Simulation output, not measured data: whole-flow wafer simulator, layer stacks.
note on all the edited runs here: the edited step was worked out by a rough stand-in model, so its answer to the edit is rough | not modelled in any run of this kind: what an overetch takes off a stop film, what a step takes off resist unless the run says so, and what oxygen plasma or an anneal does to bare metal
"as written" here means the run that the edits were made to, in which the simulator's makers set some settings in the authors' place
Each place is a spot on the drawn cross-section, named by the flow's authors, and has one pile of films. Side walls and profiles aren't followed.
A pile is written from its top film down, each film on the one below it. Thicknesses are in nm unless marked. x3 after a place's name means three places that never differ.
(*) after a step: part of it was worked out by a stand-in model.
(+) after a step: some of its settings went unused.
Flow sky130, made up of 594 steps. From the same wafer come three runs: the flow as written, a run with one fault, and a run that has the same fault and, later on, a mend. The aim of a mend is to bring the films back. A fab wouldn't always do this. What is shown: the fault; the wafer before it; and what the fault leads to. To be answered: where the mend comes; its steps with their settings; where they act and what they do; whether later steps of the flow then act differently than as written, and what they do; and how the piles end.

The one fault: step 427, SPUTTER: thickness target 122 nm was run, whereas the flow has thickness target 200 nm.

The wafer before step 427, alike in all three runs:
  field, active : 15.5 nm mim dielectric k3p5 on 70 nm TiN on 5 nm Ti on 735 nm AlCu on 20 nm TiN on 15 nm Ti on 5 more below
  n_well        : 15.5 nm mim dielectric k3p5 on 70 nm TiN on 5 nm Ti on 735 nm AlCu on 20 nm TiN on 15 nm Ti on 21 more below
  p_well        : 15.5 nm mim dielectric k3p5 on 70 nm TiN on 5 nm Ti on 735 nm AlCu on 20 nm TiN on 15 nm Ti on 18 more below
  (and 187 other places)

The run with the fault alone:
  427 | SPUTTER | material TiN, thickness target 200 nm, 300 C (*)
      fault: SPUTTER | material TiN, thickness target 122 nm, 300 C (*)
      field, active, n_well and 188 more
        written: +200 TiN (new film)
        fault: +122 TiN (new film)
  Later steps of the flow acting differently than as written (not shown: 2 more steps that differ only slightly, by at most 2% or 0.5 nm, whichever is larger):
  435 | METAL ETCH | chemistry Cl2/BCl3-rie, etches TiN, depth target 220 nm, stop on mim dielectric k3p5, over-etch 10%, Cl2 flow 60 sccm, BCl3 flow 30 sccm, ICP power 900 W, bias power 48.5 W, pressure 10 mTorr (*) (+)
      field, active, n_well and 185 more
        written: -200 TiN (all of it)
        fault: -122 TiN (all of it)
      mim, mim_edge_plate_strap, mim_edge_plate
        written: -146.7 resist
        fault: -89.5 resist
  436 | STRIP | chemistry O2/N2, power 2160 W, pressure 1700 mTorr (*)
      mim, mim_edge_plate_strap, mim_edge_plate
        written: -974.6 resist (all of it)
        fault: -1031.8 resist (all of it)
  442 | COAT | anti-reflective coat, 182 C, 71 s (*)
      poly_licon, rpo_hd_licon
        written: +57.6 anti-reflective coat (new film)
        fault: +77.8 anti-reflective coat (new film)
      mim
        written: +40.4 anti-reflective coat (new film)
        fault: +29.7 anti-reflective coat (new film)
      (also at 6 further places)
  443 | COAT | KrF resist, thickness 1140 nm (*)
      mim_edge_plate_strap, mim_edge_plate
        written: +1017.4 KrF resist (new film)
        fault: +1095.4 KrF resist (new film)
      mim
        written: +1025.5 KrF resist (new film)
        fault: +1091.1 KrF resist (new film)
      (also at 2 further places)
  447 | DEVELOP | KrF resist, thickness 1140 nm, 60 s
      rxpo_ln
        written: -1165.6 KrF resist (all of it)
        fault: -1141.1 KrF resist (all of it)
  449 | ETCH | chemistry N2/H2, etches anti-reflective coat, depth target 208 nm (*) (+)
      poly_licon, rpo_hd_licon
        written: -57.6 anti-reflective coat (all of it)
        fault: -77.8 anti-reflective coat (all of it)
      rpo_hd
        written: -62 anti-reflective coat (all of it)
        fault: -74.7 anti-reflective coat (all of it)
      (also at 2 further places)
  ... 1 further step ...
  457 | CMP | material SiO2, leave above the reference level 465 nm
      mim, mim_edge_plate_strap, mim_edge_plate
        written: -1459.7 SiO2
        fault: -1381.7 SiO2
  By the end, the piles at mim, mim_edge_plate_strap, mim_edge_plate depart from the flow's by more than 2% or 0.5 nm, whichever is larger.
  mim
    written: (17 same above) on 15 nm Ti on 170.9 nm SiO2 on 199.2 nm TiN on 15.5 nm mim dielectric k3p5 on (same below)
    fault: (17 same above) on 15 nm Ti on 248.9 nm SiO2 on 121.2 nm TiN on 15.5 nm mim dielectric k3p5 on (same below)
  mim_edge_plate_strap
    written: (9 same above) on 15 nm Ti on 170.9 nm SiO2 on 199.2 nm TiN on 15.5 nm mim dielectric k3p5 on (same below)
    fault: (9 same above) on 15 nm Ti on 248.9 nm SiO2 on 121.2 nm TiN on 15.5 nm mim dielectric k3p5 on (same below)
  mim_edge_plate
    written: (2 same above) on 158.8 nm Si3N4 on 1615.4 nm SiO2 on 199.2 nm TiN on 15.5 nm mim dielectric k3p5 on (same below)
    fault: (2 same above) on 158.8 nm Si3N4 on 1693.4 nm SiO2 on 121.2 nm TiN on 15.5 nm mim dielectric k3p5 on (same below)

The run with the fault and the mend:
  After step 427 comes the mend.
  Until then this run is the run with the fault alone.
  427a | SPUTTER | material TiN, thickness target 78 nm, 300 C (*) (the flow's step 427, run once more with other settings)
      field, active, n_well and 188 more
        +78 TiN
  Every later step of the flow that is run acts as written at every place that is followed.
  By the end, the piles equal the flow's at every place that both follow.
